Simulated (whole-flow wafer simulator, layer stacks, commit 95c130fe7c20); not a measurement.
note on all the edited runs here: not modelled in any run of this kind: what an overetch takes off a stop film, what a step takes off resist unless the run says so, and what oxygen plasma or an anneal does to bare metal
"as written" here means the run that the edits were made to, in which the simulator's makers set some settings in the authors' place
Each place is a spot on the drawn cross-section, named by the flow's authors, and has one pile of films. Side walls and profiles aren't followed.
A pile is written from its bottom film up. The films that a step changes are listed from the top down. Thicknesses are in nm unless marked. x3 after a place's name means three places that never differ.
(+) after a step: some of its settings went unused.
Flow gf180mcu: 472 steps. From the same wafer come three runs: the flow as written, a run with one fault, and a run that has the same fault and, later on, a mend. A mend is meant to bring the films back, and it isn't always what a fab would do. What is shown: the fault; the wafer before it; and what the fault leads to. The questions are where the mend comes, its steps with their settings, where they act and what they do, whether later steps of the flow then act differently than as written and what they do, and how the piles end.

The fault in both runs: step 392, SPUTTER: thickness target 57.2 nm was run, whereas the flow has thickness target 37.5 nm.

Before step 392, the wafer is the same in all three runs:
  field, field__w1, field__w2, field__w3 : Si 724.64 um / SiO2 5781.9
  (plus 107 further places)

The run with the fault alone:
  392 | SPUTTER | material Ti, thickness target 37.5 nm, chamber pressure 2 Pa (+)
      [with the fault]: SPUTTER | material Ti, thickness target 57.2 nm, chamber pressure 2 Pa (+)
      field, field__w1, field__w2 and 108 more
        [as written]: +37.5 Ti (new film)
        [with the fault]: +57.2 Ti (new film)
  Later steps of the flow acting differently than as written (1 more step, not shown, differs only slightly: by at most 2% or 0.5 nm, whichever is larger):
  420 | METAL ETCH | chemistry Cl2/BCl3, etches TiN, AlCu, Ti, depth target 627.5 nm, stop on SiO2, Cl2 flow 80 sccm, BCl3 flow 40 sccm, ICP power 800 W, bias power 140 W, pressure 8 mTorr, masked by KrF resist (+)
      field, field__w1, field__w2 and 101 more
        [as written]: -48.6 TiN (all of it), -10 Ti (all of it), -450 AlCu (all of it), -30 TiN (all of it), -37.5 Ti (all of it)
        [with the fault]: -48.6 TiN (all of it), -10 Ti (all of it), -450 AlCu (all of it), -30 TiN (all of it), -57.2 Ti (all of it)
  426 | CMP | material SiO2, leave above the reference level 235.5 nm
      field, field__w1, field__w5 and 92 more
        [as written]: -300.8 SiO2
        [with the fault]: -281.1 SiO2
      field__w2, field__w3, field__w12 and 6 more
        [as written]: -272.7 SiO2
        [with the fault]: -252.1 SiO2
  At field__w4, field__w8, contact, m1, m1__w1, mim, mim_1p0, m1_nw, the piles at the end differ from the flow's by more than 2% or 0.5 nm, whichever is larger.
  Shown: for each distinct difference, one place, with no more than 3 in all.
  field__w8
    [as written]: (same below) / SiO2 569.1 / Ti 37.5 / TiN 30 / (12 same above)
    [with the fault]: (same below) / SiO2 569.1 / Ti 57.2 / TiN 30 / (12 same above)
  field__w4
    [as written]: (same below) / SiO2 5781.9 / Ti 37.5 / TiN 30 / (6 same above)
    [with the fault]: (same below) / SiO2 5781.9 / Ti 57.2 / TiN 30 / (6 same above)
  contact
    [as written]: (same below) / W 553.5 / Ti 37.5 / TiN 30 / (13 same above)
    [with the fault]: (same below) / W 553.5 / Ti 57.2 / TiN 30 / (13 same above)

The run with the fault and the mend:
  After step 392 comes the mend.
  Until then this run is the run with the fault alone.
  392a | METAL ETCH | chemistry Cl2/BCl3, etches TiN, AlCu, Ti, depth target 19.7 nm, Cl2 flow 80 sccm, BCl3 flow 40 sccm, ICP power 800 W, bias power 140 W, pressure 8 mTorr (the flow's step 260 again, with other settings)
      field, field__w1, field__w2 and 108 more
        -19.7 Ti
  Later steps of the flow that are run all act as written at every place that is followed.
  By the end, the piles equal the flow's at every place that both follow.
